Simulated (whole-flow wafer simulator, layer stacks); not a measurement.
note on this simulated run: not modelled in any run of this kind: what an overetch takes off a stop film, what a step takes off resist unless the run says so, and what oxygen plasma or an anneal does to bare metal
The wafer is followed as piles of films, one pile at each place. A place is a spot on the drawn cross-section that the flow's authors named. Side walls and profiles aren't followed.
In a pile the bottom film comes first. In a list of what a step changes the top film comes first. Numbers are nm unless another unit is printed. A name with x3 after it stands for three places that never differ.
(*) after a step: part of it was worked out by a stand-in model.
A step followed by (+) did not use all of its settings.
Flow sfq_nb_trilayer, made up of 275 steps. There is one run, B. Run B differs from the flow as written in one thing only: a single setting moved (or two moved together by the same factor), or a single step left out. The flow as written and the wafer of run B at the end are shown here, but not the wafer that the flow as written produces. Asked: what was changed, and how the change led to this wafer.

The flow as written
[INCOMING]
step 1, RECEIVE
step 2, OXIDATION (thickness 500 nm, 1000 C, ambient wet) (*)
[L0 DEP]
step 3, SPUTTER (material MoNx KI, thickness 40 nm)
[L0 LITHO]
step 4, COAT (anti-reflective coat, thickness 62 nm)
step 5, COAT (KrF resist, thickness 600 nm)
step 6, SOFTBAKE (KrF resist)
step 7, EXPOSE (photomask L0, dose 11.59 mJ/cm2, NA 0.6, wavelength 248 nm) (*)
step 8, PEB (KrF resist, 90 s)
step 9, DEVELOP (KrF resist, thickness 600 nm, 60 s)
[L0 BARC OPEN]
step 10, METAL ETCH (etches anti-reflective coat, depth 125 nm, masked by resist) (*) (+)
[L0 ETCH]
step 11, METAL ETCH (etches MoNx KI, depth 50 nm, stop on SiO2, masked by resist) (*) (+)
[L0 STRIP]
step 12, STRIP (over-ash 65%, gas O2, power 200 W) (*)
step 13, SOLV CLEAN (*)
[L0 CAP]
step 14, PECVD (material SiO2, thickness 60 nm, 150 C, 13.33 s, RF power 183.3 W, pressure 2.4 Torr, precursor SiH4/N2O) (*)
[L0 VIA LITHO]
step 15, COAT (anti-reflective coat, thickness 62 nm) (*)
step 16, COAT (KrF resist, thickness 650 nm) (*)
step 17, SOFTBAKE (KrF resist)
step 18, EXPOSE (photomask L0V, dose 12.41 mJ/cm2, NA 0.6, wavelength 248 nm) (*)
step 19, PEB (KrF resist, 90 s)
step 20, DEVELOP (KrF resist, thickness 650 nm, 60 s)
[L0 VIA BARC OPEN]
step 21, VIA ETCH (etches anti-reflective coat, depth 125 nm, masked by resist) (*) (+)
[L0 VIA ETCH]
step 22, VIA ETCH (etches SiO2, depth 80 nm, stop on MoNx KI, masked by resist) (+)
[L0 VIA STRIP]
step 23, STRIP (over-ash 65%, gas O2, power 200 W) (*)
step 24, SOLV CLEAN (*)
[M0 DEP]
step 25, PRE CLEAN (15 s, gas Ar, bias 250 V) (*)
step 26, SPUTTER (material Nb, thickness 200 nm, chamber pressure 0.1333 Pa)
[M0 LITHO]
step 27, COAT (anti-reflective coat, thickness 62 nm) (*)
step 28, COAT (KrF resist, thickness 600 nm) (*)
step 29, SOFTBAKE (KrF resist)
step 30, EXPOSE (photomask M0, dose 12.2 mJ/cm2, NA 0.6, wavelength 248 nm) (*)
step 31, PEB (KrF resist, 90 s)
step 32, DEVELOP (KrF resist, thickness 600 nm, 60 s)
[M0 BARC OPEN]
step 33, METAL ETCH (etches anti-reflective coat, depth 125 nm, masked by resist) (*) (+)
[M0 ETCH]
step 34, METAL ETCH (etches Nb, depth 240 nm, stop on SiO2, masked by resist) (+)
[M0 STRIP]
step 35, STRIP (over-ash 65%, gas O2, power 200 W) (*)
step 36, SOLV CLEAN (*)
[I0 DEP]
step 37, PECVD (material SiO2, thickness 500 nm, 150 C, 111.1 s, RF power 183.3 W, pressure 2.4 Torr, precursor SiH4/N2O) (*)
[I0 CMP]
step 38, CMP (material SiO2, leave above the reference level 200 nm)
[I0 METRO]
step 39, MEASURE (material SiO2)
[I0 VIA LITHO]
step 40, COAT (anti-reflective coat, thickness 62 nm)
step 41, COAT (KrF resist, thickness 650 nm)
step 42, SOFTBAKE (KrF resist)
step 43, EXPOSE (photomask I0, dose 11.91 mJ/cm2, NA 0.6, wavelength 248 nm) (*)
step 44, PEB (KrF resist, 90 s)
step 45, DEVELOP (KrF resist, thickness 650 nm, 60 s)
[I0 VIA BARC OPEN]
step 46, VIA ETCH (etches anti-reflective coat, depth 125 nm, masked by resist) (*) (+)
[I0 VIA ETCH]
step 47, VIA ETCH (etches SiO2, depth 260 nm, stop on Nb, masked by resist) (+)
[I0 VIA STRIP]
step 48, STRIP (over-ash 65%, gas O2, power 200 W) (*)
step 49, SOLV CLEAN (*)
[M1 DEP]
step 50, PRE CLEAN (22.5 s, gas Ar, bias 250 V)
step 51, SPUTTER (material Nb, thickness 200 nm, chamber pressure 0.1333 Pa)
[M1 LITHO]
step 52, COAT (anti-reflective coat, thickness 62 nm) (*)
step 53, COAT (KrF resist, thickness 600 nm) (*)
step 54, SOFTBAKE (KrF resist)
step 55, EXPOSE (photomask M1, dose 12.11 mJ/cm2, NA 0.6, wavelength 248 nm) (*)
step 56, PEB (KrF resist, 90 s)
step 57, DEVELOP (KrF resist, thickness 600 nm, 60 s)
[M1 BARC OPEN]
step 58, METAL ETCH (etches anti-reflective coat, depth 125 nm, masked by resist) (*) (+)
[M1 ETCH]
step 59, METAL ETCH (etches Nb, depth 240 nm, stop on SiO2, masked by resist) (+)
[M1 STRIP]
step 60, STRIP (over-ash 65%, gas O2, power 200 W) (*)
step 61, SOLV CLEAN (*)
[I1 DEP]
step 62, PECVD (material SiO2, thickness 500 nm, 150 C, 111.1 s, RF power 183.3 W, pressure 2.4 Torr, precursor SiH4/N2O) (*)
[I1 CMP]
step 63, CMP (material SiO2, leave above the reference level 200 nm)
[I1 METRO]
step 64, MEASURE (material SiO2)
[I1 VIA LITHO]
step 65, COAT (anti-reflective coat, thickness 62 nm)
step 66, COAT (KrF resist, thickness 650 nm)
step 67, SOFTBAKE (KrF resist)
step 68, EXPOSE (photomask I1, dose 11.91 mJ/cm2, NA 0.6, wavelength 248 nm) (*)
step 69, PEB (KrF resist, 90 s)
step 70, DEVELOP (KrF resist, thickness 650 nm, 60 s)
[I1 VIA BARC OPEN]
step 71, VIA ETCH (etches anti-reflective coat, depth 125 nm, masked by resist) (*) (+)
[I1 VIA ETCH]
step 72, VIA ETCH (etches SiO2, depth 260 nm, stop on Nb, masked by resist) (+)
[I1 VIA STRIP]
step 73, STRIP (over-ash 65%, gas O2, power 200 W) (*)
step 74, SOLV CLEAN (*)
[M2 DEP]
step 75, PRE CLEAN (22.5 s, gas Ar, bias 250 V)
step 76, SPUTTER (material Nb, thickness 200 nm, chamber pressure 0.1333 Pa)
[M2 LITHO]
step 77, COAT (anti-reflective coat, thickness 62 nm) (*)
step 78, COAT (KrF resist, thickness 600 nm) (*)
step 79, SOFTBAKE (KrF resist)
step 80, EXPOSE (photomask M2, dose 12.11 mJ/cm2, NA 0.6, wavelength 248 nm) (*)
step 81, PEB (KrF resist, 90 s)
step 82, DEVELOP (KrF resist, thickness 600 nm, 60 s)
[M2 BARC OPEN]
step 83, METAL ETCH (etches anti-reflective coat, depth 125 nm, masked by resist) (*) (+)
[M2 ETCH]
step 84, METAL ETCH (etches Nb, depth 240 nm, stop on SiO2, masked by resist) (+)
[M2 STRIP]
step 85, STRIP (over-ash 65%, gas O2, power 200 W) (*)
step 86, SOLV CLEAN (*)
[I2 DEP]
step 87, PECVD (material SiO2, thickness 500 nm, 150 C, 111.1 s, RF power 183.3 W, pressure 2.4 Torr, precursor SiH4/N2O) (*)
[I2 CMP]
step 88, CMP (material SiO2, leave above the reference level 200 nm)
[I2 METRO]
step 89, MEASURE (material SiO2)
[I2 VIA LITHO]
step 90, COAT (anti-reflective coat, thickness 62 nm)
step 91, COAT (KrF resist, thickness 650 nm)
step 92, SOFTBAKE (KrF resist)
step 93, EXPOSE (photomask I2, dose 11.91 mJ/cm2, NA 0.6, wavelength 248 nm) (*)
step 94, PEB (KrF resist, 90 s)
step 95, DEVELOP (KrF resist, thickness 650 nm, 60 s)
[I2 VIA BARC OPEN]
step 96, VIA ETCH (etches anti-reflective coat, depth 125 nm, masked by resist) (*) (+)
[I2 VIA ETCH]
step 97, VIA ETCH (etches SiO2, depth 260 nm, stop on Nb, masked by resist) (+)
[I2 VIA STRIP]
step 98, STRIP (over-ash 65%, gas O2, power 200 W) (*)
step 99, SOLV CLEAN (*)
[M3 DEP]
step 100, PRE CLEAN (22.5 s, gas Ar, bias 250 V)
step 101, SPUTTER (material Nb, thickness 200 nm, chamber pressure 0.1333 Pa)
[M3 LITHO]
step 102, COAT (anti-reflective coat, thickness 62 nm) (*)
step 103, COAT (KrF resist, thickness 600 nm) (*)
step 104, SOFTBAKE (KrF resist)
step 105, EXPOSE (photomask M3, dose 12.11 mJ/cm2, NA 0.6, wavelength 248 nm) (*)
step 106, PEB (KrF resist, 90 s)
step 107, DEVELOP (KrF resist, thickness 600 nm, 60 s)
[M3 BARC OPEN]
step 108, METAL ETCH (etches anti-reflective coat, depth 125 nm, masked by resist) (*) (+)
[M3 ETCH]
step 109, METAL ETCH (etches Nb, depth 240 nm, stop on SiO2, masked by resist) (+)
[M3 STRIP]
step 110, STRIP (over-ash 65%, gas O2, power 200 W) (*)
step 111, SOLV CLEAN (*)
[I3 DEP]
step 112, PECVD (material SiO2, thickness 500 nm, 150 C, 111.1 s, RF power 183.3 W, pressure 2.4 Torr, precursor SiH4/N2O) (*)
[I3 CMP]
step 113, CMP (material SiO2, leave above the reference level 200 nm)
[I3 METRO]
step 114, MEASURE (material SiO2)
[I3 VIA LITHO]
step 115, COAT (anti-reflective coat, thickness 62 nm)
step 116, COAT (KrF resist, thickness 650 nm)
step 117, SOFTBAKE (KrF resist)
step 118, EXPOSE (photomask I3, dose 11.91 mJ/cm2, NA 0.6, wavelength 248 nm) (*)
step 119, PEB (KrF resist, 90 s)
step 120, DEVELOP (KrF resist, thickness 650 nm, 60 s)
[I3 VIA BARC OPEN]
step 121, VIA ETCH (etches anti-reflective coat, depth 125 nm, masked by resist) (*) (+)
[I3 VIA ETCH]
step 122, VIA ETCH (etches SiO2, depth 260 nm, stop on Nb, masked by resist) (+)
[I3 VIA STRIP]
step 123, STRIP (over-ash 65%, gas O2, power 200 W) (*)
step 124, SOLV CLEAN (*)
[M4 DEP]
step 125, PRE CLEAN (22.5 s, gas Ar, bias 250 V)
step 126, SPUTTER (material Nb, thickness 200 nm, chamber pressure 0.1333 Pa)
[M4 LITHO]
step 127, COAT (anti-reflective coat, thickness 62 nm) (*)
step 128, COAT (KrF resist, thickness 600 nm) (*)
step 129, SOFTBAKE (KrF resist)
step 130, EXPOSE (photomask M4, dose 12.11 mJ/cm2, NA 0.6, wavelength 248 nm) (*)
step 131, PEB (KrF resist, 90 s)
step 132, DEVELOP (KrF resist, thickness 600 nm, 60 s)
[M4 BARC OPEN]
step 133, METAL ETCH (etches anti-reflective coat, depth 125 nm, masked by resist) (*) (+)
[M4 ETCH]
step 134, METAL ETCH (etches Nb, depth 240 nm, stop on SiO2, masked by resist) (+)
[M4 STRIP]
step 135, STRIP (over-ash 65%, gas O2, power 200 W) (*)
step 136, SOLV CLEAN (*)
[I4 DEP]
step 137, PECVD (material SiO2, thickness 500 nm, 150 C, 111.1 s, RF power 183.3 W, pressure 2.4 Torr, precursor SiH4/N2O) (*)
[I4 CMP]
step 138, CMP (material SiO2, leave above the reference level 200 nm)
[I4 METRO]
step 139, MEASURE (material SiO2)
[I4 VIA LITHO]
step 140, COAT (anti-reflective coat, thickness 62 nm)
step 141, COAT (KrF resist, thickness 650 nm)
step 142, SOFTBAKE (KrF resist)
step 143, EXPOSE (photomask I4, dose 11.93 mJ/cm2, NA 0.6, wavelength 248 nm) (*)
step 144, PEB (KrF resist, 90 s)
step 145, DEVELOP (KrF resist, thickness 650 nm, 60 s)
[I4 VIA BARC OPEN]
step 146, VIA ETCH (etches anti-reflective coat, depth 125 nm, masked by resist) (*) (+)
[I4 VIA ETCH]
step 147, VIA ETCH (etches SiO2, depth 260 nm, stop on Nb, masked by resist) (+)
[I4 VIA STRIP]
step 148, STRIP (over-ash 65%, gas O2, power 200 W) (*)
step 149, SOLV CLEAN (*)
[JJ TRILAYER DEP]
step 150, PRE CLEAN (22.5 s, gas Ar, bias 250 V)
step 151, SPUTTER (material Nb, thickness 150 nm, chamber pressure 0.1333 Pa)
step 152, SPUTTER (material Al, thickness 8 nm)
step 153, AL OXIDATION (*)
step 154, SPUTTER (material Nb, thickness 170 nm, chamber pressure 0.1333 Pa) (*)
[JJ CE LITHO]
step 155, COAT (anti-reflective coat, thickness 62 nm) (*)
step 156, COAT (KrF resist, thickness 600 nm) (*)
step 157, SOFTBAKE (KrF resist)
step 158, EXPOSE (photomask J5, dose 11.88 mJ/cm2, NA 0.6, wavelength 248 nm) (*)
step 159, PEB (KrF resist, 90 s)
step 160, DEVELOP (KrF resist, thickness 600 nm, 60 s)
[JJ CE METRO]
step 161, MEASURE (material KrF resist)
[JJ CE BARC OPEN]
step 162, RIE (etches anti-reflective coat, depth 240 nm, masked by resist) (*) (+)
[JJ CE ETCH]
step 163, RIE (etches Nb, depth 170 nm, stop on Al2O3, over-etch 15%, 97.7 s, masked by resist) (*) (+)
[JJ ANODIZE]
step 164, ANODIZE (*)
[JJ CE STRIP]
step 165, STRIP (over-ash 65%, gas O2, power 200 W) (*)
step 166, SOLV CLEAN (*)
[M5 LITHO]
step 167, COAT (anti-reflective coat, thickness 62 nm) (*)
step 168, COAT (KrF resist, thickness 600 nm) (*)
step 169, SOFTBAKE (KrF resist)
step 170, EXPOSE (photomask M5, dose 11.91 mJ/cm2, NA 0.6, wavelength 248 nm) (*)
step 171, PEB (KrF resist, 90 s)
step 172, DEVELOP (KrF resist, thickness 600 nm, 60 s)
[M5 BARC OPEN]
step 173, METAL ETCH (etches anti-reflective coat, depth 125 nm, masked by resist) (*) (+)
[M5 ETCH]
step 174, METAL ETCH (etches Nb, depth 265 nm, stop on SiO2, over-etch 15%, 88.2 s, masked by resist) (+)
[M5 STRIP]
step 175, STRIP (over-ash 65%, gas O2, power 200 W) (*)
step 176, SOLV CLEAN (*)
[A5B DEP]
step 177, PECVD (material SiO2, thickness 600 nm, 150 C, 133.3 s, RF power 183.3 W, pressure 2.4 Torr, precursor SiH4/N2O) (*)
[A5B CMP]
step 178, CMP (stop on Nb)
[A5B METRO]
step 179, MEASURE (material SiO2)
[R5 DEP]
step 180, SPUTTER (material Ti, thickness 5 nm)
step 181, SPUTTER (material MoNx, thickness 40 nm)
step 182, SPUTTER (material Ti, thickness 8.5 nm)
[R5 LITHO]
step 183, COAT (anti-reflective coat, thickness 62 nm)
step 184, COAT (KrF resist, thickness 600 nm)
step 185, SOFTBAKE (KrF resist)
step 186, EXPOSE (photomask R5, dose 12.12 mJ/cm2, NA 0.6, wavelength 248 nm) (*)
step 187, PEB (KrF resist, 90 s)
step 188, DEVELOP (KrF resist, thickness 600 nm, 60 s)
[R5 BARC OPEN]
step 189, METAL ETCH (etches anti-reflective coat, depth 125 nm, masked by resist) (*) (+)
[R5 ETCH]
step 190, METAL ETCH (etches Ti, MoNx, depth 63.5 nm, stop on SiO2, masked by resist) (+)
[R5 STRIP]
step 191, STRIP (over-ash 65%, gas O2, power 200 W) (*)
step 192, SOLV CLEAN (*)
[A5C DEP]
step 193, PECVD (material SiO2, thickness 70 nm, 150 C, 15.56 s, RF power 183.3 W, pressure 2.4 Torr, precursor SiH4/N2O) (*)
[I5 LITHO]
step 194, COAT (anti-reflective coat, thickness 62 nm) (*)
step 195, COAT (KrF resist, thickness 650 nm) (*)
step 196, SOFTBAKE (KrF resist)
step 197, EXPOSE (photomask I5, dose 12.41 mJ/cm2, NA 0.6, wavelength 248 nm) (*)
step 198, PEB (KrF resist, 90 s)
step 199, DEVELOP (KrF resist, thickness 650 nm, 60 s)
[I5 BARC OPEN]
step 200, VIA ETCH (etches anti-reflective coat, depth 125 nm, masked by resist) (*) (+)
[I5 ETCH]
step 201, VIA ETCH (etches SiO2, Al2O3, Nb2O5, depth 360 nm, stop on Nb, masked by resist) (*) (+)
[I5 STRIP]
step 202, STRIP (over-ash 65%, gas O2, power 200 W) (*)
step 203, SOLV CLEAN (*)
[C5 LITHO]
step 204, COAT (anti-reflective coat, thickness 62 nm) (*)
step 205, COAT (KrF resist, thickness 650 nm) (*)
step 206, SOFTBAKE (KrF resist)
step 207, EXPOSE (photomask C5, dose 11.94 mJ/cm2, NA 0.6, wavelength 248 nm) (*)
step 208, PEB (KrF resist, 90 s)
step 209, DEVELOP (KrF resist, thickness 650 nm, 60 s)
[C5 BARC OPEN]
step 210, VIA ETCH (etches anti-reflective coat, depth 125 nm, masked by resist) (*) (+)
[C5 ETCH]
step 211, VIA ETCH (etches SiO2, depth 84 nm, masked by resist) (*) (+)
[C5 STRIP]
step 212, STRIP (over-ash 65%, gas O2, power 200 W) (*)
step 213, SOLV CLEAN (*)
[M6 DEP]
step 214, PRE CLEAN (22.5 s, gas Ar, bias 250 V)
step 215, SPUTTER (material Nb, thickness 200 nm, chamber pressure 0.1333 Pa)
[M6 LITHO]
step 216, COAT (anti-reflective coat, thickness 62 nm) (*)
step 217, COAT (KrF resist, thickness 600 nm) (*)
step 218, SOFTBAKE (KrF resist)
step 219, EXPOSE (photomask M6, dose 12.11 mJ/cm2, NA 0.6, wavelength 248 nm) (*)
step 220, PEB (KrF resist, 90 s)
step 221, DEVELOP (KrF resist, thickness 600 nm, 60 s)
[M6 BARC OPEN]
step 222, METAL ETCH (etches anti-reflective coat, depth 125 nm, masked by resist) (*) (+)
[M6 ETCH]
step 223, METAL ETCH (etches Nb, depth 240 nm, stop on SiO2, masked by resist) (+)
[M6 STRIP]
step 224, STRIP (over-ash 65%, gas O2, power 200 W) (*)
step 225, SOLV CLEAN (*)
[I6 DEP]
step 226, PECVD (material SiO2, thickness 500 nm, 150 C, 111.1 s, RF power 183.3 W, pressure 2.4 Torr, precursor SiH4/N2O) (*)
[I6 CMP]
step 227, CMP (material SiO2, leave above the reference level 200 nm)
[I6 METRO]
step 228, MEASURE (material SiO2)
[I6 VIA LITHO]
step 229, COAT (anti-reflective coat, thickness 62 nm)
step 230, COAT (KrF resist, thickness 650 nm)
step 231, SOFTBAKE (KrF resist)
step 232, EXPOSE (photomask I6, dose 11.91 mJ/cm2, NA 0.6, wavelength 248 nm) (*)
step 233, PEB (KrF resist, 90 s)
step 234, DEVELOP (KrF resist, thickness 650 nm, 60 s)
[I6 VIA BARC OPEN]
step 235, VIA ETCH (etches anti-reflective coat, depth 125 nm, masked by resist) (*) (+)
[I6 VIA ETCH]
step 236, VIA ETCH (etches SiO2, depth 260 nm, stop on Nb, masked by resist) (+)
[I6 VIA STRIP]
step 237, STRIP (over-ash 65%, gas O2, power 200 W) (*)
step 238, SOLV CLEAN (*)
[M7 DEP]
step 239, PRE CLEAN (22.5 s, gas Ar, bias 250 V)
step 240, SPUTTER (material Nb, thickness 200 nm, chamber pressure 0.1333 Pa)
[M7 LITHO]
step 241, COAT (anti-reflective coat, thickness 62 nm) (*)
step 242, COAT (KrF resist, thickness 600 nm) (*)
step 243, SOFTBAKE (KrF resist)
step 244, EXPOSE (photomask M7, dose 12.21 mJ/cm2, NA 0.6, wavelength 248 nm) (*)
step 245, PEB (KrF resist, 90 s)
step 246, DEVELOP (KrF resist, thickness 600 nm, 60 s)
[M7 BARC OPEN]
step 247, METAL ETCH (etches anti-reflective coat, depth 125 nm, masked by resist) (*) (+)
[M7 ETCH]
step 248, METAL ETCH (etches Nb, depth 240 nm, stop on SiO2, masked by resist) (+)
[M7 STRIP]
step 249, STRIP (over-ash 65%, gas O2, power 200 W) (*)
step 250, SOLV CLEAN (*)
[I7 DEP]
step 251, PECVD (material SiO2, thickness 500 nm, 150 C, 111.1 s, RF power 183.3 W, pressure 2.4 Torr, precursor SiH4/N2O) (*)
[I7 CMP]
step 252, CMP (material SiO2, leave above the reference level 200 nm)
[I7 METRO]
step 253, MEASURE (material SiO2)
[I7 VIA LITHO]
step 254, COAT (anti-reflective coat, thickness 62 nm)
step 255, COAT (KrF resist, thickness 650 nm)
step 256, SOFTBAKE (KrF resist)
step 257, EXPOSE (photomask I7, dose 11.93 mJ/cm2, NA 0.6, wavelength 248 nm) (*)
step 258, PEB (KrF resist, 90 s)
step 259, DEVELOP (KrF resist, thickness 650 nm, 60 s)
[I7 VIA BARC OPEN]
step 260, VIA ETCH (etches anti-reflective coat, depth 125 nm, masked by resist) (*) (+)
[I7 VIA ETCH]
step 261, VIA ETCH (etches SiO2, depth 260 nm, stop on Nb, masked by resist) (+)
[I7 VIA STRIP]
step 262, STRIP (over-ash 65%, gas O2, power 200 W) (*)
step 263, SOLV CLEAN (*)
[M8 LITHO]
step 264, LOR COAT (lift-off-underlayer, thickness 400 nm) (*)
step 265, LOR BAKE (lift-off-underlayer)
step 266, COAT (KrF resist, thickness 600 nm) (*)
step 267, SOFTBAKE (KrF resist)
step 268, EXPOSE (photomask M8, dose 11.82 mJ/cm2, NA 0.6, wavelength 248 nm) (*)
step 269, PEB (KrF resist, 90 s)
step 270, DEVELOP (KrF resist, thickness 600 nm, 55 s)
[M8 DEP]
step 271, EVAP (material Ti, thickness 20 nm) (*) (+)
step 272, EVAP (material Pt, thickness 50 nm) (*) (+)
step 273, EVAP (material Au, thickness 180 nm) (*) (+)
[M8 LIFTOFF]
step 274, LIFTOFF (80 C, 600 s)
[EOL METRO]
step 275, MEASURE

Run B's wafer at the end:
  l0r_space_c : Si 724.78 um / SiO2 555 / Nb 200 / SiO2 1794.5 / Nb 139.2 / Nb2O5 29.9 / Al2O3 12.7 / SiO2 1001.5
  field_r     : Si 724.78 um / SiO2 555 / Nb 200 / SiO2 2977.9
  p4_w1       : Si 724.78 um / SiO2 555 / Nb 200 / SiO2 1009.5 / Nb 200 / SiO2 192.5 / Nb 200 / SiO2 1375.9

Cause: step 63, CMP: leave above the reference level 232 nm was run, whereas the flow has leave above the reference level 200 nm.

Step by step, how the change led to this:
  step 63, CMP (material SiO2, leave above the reference level 200 nm)
      field_l, be, be_sur and 72 more: SiO2 loses 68 (as written it would have been: SiO2 loses 100)
      v_sur, via_wl, via_wr and 20 more: SiO2 loses 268 (as written it would have been: SiO2 loses 300)
      (and at 8 other places as well)
  step 72, VIA ETCH (etches SiO2, depth 260 nm, stop on Nb, masked by resist) (+)
      via_v: SiO2 loses 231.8 (all of it) (as written it would have been: SiO2 loses 199.8 (all of it))
  step 76, SPUTTER (material Nb, thickness 200 nm, chamber pressure 0.1333 Pa)
      via_v: Nb gains 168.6 (as written it would have been: Nb gains 174.5)
  step 77, COAT (anti-reflective coat, thickness 62 nm) (*)
      via_v: anti-reflective coat gains 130 (new film) (as written it would have been: anti-reflective coat gains 123.1 (new film))
  step 78, COAT (KrF resist, thickness 600 nm) (*)
      via_v: KrF resist gains 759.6 (new film) (as written it would have been: KrF resist gains 733.7 (new film))
  step 85, STRIP (over-ash 65%, gas O2, power 200 W) (*)
      via_v: KrF resist loses 541.5 (all of it), anti-reflective coat loses 130 (all of it) (as written it would have been: KrF resist loses 515.8 (all of it), anti-reflective coat loses 123.1 (all of it))
  step 87, PECVD (material SiO2, thickness 500 nm, 150 C, 111.1 s, RF power 183.3 W, pressure 2.4 Torr, precursor SiH4/N2O) (*)
      via_v: SiO2 gains 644 (new film) (as written it would have been: SiO2 gains 606 (new film))
